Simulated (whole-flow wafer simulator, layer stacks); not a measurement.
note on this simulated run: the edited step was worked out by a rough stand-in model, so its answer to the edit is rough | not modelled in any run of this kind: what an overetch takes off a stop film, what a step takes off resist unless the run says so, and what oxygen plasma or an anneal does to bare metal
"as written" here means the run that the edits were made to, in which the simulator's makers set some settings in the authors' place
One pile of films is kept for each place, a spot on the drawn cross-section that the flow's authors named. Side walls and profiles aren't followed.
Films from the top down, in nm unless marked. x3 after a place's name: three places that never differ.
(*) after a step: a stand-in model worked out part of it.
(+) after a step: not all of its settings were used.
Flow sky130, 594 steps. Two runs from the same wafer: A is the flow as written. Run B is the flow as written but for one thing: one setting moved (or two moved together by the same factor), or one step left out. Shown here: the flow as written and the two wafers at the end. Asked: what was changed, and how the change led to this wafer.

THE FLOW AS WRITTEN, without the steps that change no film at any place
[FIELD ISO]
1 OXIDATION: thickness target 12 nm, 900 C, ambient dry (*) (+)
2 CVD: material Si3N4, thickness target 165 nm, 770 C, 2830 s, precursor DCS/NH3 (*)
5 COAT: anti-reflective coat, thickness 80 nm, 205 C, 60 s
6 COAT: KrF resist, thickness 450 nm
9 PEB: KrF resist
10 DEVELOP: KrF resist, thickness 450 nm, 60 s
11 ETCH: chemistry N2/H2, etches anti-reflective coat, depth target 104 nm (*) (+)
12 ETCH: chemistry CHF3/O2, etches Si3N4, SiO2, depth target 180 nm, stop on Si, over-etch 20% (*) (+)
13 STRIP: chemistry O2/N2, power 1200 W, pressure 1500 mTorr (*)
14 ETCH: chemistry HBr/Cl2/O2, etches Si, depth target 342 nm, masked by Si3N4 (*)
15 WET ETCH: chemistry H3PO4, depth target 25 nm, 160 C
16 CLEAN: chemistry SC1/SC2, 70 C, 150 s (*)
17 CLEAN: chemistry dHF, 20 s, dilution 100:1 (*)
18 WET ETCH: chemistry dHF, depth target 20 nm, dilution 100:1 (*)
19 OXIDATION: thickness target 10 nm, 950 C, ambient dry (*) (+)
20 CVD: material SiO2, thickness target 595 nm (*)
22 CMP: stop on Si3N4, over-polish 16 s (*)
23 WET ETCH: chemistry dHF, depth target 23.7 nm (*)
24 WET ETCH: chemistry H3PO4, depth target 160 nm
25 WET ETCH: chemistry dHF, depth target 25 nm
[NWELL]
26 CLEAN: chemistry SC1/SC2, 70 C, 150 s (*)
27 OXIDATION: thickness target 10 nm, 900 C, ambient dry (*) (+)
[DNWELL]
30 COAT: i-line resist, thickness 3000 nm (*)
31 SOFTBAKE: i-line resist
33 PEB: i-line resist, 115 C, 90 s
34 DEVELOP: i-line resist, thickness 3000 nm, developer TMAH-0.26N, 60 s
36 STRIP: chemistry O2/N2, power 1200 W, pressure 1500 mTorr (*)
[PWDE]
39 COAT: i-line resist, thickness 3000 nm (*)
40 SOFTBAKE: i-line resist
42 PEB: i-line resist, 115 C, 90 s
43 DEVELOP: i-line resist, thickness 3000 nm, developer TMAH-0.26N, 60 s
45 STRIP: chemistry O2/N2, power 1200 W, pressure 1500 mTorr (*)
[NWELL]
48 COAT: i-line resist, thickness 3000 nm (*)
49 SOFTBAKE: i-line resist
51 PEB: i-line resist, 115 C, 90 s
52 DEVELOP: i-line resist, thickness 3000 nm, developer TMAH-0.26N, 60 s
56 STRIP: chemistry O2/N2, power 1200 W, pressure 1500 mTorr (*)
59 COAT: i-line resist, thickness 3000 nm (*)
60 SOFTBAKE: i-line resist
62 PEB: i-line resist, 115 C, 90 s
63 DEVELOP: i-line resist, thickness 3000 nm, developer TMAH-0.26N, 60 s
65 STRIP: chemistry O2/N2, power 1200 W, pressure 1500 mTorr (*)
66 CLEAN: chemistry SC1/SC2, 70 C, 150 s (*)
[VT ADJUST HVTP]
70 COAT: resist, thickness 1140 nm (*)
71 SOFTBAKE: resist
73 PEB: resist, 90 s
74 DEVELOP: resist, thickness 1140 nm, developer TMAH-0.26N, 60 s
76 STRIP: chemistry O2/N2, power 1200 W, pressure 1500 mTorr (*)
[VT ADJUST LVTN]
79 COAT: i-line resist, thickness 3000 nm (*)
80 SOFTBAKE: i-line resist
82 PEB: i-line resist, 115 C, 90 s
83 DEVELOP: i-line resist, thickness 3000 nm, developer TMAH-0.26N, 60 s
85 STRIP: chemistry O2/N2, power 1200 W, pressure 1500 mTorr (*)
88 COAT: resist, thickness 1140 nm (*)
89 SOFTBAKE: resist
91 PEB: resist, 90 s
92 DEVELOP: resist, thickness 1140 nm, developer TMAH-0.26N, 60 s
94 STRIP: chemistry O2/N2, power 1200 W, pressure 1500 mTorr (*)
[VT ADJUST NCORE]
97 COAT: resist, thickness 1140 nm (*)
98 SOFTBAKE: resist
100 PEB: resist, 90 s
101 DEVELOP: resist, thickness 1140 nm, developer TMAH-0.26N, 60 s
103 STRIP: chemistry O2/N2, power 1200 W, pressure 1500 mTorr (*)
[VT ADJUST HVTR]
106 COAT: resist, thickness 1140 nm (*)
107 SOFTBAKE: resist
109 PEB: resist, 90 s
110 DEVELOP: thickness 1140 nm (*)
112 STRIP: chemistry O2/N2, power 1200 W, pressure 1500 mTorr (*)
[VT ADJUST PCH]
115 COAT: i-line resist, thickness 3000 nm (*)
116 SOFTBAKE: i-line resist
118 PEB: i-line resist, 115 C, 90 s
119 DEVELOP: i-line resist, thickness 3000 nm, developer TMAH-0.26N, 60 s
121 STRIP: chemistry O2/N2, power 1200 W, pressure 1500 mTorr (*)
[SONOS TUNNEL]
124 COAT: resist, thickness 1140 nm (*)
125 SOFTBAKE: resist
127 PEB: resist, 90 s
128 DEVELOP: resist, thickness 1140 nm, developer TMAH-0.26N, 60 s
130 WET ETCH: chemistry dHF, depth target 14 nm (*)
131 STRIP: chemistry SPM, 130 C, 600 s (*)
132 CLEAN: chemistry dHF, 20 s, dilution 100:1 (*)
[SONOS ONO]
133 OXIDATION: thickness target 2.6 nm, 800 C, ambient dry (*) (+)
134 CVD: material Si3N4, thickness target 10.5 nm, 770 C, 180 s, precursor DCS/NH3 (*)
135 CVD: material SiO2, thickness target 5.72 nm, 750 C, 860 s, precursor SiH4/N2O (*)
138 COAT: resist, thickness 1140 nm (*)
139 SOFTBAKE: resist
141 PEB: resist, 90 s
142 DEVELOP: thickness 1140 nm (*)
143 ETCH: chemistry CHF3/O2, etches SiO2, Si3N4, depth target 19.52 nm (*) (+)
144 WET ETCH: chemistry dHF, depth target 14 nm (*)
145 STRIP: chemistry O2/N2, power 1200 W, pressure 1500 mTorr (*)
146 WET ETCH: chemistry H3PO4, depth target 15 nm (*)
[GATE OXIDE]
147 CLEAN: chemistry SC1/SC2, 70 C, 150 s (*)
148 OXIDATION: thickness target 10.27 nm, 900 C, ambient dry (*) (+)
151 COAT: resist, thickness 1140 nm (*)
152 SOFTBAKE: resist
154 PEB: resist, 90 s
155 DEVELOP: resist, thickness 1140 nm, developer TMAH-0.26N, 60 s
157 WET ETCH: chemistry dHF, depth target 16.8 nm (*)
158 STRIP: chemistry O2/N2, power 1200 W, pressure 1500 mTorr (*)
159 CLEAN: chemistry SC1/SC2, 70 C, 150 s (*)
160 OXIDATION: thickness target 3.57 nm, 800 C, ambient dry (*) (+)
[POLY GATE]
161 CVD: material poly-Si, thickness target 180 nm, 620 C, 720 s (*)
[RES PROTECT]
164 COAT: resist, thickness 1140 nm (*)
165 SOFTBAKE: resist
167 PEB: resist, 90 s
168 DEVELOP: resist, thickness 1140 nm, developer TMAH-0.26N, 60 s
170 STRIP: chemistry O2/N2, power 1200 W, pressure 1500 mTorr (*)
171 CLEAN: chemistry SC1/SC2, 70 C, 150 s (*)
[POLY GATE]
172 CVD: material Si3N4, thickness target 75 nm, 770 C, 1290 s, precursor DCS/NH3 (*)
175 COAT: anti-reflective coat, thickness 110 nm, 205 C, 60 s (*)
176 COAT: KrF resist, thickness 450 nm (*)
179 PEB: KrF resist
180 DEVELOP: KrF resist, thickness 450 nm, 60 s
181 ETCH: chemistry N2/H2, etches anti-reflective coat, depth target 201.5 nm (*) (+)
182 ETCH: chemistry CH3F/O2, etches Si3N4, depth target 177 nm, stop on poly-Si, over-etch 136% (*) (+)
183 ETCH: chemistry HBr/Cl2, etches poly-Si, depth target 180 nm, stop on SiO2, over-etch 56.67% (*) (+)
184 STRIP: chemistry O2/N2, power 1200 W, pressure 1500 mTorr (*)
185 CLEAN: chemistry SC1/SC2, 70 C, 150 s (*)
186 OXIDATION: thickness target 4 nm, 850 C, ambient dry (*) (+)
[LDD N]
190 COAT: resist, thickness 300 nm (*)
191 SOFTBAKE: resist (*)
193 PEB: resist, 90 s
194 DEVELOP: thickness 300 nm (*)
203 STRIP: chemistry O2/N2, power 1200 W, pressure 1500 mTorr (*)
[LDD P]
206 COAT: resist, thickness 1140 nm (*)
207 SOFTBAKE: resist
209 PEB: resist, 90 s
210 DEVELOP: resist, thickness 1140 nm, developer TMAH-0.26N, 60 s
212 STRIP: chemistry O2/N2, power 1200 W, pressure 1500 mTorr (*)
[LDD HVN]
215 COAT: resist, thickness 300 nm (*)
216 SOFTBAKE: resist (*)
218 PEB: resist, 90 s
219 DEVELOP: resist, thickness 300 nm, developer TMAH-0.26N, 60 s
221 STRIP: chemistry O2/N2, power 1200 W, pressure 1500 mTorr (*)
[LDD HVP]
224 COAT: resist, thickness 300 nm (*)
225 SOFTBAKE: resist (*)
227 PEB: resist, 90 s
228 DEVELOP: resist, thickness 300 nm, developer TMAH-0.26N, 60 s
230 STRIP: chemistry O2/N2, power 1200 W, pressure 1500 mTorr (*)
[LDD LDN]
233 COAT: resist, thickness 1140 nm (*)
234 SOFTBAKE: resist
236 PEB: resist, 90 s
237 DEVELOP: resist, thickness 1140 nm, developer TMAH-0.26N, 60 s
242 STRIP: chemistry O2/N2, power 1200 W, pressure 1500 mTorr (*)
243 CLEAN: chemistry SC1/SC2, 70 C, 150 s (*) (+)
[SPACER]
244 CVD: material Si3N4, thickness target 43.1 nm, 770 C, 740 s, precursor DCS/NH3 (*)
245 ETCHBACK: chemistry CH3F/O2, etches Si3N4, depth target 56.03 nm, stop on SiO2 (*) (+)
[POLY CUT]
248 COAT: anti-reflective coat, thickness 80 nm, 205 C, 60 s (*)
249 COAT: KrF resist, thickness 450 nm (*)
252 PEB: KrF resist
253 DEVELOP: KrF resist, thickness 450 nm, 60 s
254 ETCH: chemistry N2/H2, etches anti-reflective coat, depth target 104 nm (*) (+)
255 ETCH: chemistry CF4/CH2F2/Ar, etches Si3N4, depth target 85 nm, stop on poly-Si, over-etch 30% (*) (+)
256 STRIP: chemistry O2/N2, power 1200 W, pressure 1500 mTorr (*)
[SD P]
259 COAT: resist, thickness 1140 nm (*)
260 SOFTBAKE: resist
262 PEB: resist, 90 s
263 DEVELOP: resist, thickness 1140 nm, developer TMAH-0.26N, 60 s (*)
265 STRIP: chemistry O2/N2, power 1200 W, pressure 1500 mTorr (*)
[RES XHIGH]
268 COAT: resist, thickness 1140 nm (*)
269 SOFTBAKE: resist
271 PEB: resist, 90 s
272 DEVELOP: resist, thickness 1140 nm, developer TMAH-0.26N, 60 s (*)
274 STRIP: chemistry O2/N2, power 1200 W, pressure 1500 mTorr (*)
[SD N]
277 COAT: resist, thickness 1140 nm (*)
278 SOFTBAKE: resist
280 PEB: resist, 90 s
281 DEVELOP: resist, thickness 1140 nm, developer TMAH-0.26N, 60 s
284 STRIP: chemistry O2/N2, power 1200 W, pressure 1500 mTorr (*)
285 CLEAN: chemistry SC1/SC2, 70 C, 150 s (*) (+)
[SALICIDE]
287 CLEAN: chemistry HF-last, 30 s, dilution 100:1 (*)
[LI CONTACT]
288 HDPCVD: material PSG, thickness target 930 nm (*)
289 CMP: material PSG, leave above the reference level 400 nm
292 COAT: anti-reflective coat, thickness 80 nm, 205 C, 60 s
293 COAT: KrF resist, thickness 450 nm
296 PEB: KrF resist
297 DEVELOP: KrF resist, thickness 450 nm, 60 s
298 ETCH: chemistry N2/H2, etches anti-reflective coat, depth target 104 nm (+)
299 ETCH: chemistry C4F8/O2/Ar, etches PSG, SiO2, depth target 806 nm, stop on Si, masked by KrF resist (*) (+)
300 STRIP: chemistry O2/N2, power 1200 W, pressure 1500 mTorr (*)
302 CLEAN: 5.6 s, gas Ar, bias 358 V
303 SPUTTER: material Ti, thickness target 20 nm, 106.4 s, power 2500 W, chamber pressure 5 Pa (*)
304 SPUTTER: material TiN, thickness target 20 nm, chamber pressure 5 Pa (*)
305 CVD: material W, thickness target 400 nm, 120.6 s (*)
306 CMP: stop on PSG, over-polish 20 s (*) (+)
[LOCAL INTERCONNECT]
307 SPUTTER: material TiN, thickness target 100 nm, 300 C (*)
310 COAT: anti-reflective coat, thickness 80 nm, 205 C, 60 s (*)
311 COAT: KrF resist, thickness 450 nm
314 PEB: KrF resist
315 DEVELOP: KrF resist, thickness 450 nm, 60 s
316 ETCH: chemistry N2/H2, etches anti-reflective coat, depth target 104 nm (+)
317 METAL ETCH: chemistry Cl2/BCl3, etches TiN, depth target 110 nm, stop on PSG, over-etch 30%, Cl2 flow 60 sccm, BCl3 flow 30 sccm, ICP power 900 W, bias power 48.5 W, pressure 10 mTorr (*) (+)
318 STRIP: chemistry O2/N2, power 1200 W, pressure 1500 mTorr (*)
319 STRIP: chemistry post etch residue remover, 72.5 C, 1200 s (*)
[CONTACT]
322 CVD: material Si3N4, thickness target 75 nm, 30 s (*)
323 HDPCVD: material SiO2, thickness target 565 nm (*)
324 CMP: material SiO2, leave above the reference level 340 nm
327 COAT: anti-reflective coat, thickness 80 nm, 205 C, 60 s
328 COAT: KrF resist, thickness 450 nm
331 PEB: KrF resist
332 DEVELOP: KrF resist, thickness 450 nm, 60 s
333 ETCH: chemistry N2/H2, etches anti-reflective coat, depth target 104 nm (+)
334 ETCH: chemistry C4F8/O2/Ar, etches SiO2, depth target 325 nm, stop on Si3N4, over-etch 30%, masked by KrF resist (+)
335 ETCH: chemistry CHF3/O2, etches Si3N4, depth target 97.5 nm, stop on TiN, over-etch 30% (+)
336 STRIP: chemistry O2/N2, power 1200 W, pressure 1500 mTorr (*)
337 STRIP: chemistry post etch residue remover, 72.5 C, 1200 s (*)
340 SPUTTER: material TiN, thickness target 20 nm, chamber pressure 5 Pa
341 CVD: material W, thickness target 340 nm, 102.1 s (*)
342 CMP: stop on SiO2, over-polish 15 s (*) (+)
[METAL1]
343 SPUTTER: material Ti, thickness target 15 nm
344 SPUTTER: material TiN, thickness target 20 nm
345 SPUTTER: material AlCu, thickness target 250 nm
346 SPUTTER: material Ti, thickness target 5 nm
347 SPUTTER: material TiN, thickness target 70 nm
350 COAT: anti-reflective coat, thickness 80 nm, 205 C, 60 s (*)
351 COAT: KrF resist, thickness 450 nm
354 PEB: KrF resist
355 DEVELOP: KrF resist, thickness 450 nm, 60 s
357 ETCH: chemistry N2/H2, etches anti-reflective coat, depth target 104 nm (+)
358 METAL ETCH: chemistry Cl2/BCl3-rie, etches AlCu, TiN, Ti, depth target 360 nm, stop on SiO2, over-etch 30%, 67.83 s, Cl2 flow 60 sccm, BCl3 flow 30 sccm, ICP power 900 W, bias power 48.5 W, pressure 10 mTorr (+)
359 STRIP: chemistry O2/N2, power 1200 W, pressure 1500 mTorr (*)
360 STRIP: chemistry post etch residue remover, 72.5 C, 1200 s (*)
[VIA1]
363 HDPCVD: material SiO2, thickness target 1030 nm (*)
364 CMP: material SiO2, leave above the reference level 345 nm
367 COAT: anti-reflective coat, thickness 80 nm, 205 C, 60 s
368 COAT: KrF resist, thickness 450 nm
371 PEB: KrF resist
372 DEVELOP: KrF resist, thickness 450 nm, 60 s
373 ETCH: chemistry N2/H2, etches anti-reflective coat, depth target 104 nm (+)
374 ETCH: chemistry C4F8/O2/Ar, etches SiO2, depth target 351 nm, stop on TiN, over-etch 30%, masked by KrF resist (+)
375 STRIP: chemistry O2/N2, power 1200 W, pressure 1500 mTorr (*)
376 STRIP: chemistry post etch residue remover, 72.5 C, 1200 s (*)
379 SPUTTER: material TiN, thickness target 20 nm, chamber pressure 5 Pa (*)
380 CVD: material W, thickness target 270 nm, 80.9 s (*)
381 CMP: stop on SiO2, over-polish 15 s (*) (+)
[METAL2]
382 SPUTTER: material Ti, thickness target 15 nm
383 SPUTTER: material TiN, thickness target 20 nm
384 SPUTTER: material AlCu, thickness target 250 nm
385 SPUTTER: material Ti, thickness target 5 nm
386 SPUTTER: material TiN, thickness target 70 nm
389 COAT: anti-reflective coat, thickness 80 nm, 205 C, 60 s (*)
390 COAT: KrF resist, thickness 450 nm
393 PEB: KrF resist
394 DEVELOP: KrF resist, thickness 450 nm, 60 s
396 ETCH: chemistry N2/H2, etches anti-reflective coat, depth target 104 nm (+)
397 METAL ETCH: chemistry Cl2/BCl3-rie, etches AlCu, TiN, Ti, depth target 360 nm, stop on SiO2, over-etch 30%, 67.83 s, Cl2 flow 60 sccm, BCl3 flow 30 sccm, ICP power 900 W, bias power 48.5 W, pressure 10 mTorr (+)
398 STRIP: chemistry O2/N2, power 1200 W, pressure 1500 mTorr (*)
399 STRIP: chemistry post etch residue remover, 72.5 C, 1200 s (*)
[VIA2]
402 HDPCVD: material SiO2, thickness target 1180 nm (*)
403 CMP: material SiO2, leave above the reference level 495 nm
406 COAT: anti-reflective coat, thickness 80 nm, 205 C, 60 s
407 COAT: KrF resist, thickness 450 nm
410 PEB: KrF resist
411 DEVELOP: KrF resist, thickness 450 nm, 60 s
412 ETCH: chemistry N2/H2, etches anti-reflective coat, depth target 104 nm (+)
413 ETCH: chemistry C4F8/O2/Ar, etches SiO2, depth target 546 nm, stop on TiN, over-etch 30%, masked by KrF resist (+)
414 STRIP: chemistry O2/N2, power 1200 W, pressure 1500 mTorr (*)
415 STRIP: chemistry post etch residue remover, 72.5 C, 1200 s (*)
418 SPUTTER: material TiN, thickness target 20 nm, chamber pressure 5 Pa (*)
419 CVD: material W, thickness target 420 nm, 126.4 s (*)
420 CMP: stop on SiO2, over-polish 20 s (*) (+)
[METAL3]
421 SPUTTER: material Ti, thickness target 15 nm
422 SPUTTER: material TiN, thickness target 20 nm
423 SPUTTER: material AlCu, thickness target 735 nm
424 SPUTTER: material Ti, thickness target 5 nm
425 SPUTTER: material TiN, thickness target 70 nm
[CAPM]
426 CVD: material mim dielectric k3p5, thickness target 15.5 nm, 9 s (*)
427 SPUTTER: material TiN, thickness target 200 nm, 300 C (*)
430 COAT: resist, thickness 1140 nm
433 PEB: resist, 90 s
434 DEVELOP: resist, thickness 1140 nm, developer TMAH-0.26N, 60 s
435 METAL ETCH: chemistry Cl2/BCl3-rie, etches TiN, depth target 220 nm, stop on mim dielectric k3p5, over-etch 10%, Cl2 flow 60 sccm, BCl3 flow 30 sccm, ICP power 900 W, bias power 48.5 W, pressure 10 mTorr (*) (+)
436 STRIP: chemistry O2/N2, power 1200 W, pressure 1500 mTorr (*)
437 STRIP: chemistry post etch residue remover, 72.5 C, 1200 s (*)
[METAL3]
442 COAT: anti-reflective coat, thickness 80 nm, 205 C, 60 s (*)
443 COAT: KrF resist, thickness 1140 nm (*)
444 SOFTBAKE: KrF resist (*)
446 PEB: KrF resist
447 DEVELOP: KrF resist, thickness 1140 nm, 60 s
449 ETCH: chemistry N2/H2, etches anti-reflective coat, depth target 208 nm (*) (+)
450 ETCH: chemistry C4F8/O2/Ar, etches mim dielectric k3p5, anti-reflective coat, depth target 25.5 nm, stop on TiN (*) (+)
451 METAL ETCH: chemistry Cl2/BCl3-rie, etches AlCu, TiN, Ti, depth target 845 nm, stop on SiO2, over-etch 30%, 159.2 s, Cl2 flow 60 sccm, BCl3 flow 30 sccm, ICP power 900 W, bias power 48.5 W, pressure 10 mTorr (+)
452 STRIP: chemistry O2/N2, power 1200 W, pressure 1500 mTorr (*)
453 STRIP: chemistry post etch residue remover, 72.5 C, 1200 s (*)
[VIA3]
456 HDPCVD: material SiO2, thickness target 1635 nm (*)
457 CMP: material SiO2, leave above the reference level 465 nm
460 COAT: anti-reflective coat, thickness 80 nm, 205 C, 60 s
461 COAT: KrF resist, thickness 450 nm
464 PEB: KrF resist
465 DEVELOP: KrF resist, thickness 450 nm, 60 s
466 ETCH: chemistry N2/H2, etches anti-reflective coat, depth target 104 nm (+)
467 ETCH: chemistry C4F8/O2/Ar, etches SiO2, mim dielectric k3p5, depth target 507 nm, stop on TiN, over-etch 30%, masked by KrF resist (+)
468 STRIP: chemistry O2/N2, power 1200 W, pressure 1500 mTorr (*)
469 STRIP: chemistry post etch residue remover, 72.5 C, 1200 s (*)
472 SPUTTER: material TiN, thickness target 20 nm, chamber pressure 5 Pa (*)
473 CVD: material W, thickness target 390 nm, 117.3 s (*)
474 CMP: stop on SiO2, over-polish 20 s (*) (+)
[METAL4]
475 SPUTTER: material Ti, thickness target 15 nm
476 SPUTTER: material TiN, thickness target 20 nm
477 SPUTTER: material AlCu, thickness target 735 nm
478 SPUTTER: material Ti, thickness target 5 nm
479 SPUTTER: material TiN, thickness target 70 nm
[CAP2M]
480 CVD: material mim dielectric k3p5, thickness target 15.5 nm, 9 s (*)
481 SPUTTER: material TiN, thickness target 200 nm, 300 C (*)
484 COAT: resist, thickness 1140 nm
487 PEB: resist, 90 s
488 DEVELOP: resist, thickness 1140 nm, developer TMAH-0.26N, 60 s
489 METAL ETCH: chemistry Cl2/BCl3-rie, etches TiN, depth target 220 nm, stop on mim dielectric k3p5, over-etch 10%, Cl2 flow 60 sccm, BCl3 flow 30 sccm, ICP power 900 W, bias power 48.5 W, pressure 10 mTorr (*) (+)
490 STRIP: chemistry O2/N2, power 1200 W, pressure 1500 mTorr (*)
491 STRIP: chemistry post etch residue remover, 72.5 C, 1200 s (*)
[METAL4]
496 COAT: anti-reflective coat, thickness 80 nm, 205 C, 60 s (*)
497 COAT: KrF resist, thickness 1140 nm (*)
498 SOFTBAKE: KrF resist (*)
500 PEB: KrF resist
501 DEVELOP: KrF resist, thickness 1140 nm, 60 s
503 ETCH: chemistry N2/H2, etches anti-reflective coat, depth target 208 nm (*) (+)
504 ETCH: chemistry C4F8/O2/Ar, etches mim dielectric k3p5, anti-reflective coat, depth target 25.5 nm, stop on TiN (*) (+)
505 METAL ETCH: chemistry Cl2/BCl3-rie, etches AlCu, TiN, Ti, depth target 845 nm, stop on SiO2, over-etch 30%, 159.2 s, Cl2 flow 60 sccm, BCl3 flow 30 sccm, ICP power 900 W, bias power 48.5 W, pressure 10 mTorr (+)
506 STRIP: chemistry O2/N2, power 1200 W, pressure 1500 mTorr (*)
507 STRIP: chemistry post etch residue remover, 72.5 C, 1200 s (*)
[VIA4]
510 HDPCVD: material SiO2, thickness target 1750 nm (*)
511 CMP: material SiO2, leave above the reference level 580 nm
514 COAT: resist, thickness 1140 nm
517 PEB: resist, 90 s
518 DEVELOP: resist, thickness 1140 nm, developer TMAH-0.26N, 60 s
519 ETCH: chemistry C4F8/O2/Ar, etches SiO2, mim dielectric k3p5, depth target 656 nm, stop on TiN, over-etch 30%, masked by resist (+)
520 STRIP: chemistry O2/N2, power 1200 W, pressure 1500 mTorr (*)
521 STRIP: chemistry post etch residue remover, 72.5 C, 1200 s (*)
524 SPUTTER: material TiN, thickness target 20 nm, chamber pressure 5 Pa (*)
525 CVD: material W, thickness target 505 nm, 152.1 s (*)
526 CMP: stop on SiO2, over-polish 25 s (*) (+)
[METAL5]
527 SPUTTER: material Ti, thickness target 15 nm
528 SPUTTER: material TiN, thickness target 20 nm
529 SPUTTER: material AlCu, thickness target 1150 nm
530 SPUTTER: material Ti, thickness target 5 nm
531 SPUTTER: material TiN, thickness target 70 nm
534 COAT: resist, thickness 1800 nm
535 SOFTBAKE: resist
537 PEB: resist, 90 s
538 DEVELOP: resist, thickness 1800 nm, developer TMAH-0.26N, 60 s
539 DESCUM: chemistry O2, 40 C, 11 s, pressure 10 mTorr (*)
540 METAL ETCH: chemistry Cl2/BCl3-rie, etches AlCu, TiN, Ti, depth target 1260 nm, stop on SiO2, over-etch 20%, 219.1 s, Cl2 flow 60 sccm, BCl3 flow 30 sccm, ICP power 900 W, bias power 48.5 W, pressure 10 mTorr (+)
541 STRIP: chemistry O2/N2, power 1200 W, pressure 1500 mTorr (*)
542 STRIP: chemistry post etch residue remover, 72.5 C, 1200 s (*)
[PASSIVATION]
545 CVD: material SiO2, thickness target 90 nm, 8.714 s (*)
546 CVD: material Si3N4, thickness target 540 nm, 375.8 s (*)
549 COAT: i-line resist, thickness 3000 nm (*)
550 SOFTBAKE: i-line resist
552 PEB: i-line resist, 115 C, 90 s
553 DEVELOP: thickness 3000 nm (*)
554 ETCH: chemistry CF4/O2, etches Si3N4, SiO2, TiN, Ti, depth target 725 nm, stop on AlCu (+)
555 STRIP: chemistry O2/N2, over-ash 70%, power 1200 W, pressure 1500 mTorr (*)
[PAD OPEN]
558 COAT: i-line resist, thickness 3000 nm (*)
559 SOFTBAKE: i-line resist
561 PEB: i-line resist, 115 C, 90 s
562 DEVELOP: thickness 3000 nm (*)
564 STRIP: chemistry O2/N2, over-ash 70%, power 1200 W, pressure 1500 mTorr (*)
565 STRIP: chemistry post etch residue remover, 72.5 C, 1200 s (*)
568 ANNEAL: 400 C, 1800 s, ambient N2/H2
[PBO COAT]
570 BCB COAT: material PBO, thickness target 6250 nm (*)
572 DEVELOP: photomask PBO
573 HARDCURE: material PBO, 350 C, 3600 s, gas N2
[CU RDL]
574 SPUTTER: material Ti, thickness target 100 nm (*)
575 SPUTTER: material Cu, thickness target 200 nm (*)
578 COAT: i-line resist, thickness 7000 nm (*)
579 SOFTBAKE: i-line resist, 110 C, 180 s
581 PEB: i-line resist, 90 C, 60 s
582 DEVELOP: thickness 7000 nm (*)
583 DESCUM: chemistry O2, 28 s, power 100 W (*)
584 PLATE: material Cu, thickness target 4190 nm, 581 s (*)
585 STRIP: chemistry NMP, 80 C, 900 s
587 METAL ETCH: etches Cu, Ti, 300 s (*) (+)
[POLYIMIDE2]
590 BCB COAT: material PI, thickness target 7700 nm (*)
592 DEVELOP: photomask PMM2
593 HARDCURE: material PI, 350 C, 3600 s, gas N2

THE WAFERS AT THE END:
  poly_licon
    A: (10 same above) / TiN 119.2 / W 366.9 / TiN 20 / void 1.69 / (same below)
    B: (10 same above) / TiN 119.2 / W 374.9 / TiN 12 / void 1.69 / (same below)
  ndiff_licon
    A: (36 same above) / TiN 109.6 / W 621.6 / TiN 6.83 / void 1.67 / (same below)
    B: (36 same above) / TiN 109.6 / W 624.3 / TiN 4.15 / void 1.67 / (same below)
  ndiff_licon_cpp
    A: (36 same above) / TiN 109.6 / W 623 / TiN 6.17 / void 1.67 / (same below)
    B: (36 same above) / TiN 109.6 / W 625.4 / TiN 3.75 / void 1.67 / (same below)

The cause: step 304, SPUTTER: thickness target 12 nm was run, where the flow has thickness target 20 nm.
It can be read off the wafer: poly_licon has TiN 12, and step 304 as written asks for 20 nm.

How the change led to this, step by step:
  304 SPUTTER: material TiN, thickness target 20 nm, chamber pressure 5 Pa (*)
      field, active, n_well and 185 more: A TiN +20 (new film) | B TiN +12 (new film)
      ndiff_licon: A TiN +6.83 (new film) | B TiN +4.15 (new film)
      (and at 2 more places)
  306 CMP: stop on PSG, over-polish 20 s (*) (+)
      field, active, n_well and 184 more: A W -400 (all of it), TiN -20 (all of it), Ti -20 (all of it), PSG -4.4 | B W -400 (all of it), TiN -12 (all of it), Ti -20 (all of it), PSG -4.4
      poly_licon: A W -33.1 | B W -25.1
